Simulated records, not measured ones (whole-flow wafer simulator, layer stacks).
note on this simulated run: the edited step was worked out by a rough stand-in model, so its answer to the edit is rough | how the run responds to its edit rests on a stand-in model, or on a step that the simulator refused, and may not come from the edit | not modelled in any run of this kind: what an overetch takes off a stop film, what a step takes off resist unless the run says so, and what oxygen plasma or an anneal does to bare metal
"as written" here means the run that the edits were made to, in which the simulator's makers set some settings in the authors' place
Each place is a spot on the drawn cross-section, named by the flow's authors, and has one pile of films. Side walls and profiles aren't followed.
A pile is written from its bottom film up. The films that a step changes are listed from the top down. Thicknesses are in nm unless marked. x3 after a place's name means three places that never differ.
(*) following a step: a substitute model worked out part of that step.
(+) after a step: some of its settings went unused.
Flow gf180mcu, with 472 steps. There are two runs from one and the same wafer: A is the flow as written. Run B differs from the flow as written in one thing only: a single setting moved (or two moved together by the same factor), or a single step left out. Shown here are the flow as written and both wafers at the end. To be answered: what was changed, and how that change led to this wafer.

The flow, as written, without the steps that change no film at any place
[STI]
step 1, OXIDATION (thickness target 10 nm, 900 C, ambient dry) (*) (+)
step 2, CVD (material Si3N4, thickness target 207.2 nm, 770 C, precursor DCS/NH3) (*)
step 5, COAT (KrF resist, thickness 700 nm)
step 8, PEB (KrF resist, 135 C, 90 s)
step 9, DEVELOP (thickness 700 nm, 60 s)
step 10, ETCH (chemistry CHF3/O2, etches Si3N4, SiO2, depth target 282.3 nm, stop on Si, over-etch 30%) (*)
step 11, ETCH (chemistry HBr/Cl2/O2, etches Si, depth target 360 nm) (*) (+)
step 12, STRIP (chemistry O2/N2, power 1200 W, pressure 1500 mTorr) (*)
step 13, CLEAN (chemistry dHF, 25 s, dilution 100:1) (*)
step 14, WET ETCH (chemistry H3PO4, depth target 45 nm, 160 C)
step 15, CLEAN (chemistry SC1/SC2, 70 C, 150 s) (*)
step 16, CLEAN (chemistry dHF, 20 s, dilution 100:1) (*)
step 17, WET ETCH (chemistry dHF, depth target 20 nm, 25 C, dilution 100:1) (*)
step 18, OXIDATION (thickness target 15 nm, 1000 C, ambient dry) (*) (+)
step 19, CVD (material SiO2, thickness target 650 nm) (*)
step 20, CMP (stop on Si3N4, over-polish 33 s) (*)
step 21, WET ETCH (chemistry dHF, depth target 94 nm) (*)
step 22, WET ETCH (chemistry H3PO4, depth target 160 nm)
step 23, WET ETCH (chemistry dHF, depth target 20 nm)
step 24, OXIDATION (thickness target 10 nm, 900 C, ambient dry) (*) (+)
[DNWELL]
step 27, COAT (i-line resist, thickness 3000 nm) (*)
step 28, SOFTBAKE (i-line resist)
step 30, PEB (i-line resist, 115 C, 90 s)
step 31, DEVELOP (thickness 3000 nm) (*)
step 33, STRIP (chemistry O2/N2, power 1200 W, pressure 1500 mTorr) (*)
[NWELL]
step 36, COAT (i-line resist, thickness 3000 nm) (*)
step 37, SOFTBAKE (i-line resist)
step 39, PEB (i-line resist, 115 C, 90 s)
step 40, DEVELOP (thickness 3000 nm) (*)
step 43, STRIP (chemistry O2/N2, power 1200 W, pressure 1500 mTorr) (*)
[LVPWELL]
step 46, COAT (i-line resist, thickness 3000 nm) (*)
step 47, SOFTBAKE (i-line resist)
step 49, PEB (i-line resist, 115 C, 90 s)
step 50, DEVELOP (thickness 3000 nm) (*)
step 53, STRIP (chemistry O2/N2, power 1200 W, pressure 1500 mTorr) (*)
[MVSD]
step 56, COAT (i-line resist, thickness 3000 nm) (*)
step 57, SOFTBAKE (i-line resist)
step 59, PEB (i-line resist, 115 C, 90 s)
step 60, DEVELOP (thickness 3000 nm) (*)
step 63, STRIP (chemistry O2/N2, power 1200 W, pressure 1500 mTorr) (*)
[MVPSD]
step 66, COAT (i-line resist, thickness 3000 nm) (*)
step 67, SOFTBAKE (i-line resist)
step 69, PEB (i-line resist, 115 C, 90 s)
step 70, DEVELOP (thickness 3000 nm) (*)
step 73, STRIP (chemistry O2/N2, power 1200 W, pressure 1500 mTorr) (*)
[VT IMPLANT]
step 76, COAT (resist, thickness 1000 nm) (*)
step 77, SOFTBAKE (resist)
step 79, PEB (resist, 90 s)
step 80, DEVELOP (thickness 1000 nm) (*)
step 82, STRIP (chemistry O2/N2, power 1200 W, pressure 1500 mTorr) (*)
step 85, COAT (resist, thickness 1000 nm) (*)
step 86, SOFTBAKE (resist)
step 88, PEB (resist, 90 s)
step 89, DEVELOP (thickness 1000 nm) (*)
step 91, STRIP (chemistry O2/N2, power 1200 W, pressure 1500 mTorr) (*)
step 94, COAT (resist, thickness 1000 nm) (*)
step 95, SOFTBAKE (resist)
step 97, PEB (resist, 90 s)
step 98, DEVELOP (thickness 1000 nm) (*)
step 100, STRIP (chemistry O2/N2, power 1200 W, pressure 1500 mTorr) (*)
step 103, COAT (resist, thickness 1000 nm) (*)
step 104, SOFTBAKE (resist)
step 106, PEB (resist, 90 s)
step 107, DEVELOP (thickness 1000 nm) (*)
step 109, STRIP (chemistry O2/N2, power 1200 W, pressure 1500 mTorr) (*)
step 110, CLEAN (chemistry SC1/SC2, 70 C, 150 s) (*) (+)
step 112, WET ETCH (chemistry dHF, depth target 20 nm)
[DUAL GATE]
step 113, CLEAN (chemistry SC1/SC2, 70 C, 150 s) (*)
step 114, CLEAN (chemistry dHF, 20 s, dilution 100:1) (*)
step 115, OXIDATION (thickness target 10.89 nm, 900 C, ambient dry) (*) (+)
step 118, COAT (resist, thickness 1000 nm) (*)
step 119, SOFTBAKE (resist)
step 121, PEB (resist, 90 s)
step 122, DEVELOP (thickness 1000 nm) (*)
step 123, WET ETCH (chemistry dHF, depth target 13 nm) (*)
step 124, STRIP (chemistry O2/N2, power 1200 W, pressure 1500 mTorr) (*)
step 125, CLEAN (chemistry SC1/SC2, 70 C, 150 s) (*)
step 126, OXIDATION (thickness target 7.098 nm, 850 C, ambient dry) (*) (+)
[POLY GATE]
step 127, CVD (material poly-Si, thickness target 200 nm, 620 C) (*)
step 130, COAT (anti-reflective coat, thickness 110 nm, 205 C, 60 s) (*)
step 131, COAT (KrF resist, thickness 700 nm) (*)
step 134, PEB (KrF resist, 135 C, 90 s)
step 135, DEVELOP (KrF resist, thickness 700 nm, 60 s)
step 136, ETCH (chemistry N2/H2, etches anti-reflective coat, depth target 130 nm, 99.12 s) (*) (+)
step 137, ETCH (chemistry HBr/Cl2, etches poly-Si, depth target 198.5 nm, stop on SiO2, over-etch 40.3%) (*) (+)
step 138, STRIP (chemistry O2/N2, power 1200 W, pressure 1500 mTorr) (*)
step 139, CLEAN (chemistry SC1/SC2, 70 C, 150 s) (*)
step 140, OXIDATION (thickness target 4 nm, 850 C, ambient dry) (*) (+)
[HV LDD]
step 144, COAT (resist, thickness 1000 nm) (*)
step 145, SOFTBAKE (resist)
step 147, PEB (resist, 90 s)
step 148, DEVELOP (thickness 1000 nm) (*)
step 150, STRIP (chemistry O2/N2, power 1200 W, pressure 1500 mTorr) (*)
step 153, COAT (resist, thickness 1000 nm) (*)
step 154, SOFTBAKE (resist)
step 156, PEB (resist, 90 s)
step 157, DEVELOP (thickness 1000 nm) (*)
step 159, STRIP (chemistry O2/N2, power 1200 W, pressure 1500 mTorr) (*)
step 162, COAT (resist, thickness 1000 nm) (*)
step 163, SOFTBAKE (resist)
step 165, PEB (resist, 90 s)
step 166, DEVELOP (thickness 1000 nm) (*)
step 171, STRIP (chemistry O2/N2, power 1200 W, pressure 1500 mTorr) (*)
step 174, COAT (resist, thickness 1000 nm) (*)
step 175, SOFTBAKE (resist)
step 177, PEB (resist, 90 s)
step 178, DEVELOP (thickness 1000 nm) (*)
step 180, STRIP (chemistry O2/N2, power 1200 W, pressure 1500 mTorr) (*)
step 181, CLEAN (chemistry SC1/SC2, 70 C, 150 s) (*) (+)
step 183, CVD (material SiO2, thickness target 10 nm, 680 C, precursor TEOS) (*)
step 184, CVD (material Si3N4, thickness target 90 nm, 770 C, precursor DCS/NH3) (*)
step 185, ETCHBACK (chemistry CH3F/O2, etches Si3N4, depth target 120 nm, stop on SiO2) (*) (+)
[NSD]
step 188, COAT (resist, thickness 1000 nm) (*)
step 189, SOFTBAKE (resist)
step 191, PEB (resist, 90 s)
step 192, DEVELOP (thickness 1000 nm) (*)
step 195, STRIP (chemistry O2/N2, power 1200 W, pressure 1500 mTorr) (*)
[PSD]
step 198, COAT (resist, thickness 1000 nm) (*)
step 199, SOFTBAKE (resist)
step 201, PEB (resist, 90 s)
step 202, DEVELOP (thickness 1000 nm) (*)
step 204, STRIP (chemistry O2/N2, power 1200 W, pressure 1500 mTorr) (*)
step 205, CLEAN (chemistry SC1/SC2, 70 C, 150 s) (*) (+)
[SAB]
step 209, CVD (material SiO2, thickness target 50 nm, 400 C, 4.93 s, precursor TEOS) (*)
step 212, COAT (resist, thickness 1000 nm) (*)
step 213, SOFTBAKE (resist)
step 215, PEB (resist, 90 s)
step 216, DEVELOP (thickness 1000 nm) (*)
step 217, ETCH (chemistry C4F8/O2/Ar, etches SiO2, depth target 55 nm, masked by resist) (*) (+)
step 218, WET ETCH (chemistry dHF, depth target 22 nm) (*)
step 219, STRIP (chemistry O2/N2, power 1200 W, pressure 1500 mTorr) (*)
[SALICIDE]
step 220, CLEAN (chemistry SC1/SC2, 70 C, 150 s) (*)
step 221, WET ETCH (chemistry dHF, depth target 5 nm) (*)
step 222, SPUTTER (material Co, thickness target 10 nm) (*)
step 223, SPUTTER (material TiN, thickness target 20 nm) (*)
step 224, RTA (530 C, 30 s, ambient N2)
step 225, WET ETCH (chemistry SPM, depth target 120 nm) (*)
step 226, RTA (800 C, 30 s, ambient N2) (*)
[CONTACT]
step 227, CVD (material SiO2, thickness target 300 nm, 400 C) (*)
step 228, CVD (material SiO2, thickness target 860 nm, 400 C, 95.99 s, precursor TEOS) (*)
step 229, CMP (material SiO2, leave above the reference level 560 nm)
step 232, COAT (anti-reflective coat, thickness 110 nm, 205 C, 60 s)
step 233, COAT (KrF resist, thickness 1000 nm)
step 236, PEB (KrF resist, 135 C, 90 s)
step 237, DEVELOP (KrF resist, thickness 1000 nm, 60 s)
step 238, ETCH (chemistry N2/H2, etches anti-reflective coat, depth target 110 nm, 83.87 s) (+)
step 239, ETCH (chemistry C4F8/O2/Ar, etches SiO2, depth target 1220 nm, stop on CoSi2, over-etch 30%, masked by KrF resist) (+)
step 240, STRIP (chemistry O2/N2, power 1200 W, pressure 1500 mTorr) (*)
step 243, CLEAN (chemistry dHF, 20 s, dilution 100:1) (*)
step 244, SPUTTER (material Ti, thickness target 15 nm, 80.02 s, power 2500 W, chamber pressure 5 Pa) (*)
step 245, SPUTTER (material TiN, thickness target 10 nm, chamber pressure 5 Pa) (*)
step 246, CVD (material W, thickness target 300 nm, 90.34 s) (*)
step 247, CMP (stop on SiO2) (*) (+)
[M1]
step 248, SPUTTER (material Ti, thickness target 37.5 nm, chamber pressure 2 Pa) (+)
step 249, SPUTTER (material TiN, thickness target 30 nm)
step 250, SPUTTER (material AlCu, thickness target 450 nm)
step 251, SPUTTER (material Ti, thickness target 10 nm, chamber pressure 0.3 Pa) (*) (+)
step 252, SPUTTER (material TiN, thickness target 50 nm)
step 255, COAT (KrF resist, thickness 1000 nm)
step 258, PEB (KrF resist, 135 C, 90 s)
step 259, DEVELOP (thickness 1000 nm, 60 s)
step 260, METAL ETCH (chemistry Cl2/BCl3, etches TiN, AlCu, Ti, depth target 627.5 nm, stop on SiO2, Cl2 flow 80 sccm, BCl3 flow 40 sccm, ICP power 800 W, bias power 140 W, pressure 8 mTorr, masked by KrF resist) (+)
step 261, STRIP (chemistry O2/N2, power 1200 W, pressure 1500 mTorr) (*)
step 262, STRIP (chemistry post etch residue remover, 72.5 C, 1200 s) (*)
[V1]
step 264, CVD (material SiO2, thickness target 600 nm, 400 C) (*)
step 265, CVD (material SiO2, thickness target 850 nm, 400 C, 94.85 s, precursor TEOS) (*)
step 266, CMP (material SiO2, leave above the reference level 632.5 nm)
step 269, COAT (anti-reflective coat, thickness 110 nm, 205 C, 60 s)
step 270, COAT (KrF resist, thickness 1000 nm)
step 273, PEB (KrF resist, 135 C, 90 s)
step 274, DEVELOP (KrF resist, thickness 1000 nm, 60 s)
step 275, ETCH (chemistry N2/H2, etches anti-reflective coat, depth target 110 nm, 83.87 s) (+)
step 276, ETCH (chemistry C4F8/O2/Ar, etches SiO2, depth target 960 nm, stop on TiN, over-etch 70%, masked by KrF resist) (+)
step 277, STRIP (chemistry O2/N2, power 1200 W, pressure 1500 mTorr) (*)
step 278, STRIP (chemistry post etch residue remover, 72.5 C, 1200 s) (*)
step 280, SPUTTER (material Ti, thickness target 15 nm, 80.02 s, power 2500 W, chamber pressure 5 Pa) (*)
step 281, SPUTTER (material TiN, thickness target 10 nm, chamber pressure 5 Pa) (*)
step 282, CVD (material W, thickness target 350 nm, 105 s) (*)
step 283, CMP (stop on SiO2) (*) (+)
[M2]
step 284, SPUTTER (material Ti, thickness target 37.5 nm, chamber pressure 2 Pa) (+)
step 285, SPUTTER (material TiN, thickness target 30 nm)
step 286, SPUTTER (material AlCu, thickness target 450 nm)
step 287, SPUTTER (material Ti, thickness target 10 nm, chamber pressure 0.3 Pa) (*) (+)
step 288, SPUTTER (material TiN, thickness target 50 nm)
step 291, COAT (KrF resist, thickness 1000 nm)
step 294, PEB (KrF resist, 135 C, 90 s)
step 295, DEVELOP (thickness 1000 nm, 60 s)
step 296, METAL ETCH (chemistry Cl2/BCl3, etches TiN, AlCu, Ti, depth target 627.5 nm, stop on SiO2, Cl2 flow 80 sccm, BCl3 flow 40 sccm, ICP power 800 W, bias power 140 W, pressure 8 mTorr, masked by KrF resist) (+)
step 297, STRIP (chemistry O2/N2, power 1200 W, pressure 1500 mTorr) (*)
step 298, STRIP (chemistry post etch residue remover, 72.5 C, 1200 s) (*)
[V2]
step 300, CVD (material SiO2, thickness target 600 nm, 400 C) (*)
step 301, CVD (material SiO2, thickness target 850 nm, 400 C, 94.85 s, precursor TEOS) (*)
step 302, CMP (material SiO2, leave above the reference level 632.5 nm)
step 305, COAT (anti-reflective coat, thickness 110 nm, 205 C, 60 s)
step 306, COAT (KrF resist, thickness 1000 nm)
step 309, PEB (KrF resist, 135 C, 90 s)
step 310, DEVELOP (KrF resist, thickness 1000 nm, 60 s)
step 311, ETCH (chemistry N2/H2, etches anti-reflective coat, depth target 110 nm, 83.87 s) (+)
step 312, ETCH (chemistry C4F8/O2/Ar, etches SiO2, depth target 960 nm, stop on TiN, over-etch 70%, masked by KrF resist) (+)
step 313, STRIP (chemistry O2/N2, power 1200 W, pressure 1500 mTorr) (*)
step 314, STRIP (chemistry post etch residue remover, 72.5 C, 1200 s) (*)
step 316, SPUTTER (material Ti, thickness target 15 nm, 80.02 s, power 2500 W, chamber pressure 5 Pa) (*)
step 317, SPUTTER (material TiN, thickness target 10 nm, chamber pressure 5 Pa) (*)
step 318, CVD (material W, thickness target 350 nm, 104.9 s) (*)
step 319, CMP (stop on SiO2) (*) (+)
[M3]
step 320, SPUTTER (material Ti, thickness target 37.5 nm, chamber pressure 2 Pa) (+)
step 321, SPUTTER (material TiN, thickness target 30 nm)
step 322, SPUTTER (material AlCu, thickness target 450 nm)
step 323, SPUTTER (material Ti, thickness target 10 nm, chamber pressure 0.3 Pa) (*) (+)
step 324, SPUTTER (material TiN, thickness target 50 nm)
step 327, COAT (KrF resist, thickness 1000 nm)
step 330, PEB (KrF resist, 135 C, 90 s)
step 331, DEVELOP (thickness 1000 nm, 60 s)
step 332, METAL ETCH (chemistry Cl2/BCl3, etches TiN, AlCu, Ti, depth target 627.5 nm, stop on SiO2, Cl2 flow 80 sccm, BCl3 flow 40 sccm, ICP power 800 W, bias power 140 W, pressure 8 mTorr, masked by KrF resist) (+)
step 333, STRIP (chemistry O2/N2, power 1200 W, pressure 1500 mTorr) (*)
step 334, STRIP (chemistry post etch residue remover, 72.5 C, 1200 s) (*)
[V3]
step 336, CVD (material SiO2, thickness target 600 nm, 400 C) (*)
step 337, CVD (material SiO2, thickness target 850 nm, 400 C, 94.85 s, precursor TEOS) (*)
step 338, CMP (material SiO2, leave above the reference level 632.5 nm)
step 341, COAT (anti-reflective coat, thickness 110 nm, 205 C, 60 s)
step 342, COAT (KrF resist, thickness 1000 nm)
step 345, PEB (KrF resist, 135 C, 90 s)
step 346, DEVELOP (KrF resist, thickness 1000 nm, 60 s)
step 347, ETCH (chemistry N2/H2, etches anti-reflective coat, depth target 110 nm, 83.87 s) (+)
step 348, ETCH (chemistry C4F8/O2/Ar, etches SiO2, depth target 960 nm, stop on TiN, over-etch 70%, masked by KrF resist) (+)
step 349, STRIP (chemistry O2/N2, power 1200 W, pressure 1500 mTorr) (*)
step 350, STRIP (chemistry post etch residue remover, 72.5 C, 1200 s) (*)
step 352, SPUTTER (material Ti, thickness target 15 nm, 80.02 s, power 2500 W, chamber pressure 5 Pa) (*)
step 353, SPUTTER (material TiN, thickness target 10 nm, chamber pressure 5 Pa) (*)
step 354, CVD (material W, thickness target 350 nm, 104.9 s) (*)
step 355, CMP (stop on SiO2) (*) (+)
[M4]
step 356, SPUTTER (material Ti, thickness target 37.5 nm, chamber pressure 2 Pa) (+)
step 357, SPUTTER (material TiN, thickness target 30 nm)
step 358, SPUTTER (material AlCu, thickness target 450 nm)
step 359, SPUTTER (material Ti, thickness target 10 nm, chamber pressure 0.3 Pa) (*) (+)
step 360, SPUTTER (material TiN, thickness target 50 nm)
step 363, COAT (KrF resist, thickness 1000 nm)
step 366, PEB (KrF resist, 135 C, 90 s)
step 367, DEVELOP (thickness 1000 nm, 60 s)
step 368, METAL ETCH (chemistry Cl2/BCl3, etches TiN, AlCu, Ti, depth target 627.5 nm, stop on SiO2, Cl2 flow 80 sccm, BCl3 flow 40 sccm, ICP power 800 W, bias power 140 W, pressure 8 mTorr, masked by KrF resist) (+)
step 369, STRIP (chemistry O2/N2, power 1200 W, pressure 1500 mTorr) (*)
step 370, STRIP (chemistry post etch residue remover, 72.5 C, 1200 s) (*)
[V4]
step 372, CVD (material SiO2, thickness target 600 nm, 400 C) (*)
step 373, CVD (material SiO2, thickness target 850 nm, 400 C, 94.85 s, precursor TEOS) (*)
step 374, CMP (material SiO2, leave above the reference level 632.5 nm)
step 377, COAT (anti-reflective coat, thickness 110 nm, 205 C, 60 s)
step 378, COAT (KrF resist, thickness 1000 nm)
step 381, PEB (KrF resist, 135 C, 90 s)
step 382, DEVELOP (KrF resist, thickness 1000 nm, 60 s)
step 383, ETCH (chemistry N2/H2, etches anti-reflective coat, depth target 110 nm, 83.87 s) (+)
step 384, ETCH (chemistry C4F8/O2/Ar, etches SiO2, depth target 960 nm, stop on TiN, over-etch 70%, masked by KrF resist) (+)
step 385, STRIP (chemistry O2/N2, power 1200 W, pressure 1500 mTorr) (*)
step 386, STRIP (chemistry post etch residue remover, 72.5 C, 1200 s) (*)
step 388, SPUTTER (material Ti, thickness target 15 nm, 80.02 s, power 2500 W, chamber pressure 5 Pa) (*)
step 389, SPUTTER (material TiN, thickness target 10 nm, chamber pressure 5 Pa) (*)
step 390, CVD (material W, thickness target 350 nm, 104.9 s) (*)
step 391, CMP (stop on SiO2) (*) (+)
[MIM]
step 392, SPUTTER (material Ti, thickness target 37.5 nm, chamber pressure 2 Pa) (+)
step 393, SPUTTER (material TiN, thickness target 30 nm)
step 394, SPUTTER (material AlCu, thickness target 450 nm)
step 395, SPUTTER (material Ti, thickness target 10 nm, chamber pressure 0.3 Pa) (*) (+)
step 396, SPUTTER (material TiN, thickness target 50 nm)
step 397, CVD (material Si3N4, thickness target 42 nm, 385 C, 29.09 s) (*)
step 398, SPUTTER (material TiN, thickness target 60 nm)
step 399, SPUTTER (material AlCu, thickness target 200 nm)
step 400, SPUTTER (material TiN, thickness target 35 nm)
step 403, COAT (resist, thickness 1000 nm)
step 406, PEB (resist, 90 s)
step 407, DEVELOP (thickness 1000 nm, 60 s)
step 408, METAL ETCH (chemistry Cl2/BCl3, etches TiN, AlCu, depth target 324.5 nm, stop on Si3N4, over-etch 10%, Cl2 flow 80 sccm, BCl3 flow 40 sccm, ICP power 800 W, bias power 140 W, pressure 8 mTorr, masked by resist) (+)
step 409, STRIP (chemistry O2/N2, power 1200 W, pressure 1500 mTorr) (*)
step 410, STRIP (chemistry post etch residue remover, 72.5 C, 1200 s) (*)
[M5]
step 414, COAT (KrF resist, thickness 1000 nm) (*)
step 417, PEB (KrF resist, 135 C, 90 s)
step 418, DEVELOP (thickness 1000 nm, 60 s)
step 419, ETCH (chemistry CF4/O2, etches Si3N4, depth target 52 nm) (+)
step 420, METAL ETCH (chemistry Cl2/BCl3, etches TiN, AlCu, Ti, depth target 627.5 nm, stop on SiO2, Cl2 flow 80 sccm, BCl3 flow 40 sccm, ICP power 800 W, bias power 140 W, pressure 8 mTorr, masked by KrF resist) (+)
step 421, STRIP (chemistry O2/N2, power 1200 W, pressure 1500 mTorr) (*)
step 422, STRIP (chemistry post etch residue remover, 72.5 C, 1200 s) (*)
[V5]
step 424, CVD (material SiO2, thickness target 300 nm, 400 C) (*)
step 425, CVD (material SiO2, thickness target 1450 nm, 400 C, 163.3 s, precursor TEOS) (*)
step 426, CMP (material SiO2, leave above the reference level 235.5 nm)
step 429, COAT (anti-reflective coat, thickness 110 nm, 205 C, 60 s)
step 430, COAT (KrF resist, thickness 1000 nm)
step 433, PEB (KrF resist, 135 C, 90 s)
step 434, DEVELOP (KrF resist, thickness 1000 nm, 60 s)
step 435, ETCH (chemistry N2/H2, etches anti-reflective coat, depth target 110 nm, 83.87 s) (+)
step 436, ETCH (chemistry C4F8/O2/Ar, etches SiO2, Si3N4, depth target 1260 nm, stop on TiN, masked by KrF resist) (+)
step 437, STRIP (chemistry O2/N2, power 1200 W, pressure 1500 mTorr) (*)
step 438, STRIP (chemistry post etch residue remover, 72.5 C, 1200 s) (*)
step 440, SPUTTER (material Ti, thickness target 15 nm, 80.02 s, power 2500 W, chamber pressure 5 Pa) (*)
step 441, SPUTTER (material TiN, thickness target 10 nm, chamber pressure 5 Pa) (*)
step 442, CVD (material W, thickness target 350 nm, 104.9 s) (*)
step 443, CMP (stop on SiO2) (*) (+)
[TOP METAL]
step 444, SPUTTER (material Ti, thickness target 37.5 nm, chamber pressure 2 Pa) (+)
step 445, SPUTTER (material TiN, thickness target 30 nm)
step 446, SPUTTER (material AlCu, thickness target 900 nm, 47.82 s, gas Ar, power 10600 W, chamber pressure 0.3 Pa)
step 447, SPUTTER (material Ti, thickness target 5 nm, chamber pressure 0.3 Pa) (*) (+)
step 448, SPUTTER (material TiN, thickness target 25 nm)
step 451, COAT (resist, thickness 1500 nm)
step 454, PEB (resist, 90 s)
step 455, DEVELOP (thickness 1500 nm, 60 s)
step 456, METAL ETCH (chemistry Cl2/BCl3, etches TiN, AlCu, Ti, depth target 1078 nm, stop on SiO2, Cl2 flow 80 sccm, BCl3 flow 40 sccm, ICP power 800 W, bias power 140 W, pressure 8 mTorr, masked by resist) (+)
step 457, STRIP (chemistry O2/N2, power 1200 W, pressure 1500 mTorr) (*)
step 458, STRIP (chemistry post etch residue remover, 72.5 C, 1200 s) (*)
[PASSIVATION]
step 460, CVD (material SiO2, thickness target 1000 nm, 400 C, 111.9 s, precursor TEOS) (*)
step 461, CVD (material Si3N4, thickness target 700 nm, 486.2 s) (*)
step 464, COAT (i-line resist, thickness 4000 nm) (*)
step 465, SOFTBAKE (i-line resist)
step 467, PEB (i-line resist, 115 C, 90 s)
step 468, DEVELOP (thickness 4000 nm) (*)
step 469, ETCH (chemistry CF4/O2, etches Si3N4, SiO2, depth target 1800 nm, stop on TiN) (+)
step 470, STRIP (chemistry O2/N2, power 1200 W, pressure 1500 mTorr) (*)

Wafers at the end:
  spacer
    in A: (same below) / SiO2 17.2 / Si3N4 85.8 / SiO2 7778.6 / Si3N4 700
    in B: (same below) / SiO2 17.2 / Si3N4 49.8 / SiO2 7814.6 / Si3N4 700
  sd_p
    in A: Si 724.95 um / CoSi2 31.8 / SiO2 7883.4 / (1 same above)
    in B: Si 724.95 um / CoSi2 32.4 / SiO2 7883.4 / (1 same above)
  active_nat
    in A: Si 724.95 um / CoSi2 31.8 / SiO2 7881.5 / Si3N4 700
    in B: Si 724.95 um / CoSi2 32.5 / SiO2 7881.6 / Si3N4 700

The reason: step 184, CVD: thickness target 54 nm was run, whereas the flow has thickness target 90 nm.

How this came from the change, step by step:
  step 184, CVD (material Si3N4, thickness target 90 nm, 770 C, precursor DCS/NH3) (*)
      field, field__w1, field__w2 and 101 more: A Si3N4 gains 90 (new film) | B Si3N4 gains 54 (new film)
  step 185, ETCHBACK (chemistry CH3F/O2, etches Si3N4, depth target 120 nm, stop on SiO2) (*) (+)
      field, field__w1, field__w2 and 100 more: A Si3N4 loses 90 (all of it), SiO2 loses 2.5 | B Si3N4 loses 54 (all of it), SiO2 loses 5.5
  step 188, COAT (resist, thickness 1000 nm) (*)
      spacer: A resist gains 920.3 (new film) | B resist gains 953.1 (new film)
  step 189, SOFTBAKE (resist)
      field: A resist gains 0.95 | B resist loses 0.02
      nw_sep_fld: A resist gains 1.07 | B nothing
  step 191, PEB (resist, 90 s)
      spacer: A resist loses 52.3 | B resist loses 54.5
  step 192, DEVELOP (thickness 1000 nm) (*)
      spacer: A resist loses 868 (all of it) | B resist loses 898.6 (all of it)
  step 198, COAT (resist, thickness 1000 nm) (*)
      spacer: A resist gains 920.3 (new film) | B resist gains 953.1 (new film)
  step 199, SOFTBAKE (resist)
      field: A resist gains 0.95 | B resist loses 0.02
      nw_sep_fld: A resist gains 1.07 | B nothing
  step 201, PEB (resist, 90 s)
      spacer: A resist loses 52.3 | B resist loses 54.5
  step 204, STRIP (chemistry O2/N2, power 1200 W, pressure 1500 mTorr) (*)
      spacer: A resist loses 868 (all of it) | B resist loses 898.6 (all of it)
  step 212, COAT (resist, thickness 1000 nm) (*)
      spacer: A resist gains 919.2 (new film) | B resist gains 951.9 (new film)
  step 213, SOFTBAKE (resist)
      field__w9: A resist loses 1.07 | B resist gains 1.77
  step 215, PEB (resist, 90 s)
      spacer: A resist loses 52.3 | B resist loses 54.4
  step 216, DEVELOP (thickness 1000 nm) (*)
      spacer: A resist loses 866.9 (all of it) | B resist loses 897.5 (all of it)
  step 218, WET ETCH (chemistry dHF, depth target 22 nm) (*)
      gate, gate_hv, gate_p and 23 more: A SiO2 loses 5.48 (all of it) | B SiO2 loses 2.48 (all of it)
      active, p_well, sd_n, iso_ptap_pw, iso_ntap_nw, iso_ptap_sub, vpnp_e: A SiO2 loses 9.01 (all of it) | B SiO2 loses 6.01 (all of it)
      (as well as at 16 more places)
  step 222, SPUTTER (material Co, thickness target 10 nm) (*)
      field__w2: A Co gains 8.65 (new film) | B Co gains 9.27 (new film)
      field__w3: A Co gains 8.06 (new film) | B Co gains 8.9 (new film)
      (as well as at 4 more places)
  ... 4 other steps ...
  step 229, CMP (material SiO2, leave above the reference level 560 nm)
      spacer: A SiO2 loses 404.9 | B SiO2 loses 368.9
